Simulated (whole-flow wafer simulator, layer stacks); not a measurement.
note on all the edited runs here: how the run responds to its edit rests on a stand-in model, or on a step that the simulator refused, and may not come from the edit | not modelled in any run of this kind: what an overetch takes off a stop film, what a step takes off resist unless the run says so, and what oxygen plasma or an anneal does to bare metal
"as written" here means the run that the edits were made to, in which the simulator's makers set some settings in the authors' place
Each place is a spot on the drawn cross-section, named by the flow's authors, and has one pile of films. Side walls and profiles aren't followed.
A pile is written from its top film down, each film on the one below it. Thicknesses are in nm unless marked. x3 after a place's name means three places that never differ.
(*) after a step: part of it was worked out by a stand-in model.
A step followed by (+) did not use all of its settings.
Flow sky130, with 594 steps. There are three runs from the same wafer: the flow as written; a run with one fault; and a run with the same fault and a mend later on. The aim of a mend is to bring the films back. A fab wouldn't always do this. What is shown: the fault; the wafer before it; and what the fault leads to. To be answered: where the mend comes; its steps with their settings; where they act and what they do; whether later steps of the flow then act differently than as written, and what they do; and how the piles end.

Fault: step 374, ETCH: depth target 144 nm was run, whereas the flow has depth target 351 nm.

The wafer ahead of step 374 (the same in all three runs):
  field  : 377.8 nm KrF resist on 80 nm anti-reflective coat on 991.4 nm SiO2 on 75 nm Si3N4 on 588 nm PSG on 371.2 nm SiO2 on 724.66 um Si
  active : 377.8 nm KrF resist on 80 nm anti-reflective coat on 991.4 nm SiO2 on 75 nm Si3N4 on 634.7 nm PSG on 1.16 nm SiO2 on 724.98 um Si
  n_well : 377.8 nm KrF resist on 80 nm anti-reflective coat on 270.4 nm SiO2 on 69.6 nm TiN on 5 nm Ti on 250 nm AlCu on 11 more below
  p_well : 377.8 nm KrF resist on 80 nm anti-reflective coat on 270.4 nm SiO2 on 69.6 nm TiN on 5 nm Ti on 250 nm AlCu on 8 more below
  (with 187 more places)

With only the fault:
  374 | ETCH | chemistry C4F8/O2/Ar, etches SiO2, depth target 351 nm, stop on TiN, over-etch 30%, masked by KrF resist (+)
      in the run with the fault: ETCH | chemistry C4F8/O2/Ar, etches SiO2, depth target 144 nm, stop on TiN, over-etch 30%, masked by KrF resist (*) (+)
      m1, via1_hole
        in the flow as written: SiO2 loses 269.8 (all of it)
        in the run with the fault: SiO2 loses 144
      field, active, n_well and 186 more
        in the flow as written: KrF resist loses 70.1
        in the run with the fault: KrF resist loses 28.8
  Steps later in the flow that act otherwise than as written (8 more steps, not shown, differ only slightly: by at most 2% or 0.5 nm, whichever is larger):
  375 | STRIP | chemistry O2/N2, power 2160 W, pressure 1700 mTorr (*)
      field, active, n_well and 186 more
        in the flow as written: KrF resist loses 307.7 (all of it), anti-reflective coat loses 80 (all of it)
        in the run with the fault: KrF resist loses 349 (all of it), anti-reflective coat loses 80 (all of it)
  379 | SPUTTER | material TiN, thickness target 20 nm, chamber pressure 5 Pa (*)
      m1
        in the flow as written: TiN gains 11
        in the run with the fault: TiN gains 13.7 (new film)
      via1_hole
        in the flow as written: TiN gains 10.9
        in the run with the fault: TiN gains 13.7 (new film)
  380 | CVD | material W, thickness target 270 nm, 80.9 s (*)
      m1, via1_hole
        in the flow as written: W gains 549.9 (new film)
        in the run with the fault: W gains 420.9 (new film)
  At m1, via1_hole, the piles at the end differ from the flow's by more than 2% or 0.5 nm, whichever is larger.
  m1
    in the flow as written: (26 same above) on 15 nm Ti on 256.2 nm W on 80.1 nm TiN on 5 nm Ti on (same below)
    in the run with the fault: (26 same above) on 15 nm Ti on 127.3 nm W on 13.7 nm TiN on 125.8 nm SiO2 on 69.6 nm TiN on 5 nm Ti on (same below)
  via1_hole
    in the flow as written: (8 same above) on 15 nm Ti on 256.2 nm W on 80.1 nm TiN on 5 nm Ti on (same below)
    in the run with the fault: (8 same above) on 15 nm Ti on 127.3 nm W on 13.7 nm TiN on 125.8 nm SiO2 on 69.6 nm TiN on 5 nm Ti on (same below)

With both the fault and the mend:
  After step 374 comes the mend.
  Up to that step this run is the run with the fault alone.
  374a | ETCH | chemistry C4F8/O2/Ar, etches SiO2, depth target 207 nm, stop on TiN, over-etch 30%, masked by KrF resist (+) (the flow's step 374, run once more with other settings)
      field, active, n_well and 186 more
        KrF resist loses 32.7
      m1, via1_hole
        SiO2 loses 125.8 (all of it)
  Steps later in the flow that act otherwise than as written:
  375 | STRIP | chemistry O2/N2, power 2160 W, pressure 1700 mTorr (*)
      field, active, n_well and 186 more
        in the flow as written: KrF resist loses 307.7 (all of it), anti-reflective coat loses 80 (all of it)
        in the run with the mend: KrF resist loses 316.3 (all of it), anti-reflective coat loses 80 (all of it)
  At every place that both follow, the piles at the end match the flow's.
